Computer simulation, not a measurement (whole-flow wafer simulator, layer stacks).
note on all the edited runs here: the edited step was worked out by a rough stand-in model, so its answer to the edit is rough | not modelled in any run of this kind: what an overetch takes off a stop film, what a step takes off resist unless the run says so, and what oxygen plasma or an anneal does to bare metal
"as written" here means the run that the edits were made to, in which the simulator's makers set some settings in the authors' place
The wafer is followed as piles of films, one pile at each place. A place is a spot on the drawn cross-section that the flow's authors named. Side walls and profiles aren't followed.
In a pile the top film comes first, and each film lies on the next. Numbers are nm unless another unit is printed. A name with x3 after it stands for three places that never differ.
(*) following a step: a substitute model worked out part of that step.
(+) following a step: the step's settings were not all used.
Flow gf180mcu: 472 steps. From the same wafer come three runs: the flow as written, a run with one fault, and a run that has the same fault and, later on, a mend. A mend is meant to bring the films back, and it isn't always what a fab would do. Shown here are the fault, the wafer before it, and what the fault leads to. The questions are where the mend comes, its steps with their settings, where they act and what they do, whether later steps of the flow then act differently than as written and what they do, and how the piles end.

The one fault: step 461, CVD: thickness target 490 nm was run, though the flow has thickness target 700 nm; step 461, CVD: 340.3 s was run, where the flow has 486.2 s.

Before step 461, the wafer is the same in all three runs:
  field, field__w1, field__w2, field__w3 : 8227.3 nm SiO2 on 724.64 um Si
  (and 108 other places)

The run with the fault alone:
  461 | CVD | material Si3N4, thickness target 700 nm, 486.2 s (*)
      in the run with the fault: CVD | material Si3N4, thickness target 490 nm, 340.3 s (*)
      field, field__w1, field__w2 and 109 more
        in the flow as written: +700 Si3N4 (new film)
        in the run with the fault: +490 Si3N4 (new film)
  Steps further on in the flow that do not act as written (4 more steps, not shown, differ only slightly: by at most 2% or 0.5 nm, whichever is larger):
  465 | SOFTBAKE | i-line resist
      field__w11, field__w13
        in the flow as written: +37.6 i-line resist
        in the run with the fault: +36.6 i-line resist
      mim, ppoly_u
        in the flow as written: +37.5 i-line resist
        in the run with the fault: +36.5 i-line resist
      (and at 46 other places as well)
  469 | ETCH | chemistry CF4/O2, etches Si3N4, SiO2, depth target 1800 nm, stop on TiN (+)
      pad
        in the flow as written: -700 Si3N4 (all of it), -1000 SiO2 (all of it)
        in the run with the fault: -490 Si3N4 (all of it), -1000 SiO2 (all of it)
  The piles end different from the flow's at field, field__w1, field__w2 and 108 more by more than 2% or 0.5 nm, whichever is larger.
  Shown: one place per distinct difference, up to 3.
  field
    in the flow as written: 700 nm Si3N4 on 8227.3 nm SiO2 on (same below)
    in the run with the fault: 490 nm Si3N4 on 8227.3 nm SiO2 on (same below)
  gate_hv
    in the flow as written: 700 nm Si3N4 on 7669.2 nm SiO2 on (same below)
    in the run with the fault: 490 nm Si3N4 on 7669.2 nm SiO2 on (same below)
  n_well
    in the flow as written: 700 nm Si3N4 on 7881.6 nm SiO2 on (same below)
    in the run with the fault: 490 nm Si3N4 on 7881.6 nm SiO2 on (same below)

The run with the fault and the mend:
  After step 468 comes the mend.
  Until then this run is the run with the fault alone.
  468a | STRIP | chemistry O2/N2, power 2160 W, pressure 1700 mTorr (*)
      iso_ptap_pw, iso_ntap_nw, iso_nw_fld and 33 more
        -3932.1 i-line resist (all of it)
      p_well, sti, spacer, sd_n, mim_1p0, dice_street
        -3938.1 i-line resist (all of it)
      field__w2, field__w3, field__w12
        -3985.1 i-line resist (all of it)
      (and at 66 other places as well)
  468b | CVD | material Si3N4, thickness target 210 nm, 145.9 s (*) (the flow's step 461, run once more with other settings)
      field, field__w1, field__w2 and 109 more
        +210.1 Si3N4
  468c | HMDS | 120 C, 60 s (the flow's step 463, run once more)
      alters no film at any place that is followed
  468d | COAT | i-line resist, thickness 4000 nm (*) (the flow's step 464, run once more)
      iso_ptap_pw, iso_ntap_nw, iso_nw_fld and 33 more
        +4000 i-line resist (new film)
      field__w5, field__w9, field__w11, field__w13, gate_p_hv, nplus_u
        +4017 i-line resist (new film)
      p_well, sti, spacer, sd_n, mim_1p0, dice_street
        +4006.3 i-line resist (new film)
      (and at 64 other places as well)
  468e | SOFTBAKE | i-line resist (the flow's step 465, run once more)
      field__w11, field__w13, mim, ppoly_u
        +37.5 i-line resist
      ld_fp_p, ld_drift_p, ld_drn_p
        +33.8 i-line resist
      field__w2, field_sub__w3
        +33.3 i-line resist
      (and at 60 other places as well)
  468f | EXPOSE | photomask Pad (the flow's step 466, run once more)
      alters no film at any place that is followed
  468g | PEB | i-line resist, 115 C, 93.9 s (the flow's step 467, run once more)
      iso_ptap_pw, iso_ntap_nw, iso_nw_fld and 33 more
        -67.9 i-line resist
      field, field__w2, field__w3 and 25 more
        -68.8 i-line resist
      field_sub, field_sub__w1, field_sub__w2 and 23 more
        -68.7 i-line resist
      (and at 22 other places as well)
  468h | DEVELOP | thickness 4000 nm (*) (the flow's step 468, run once more)
      field__w7, field__w9, field_sub__w1 and 13 more
        -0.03 i-line resist
      pad
        -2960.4 i-line resist (all of it)
  Every later step of the flow that is run acts as written, at every place that is followed, to within 2% or 0.5 nm, whichever is larger.
  The piles end only slightly different from the flow's at the places that both follow, by no more than 2% or 0.5 nm, whichever is larger.
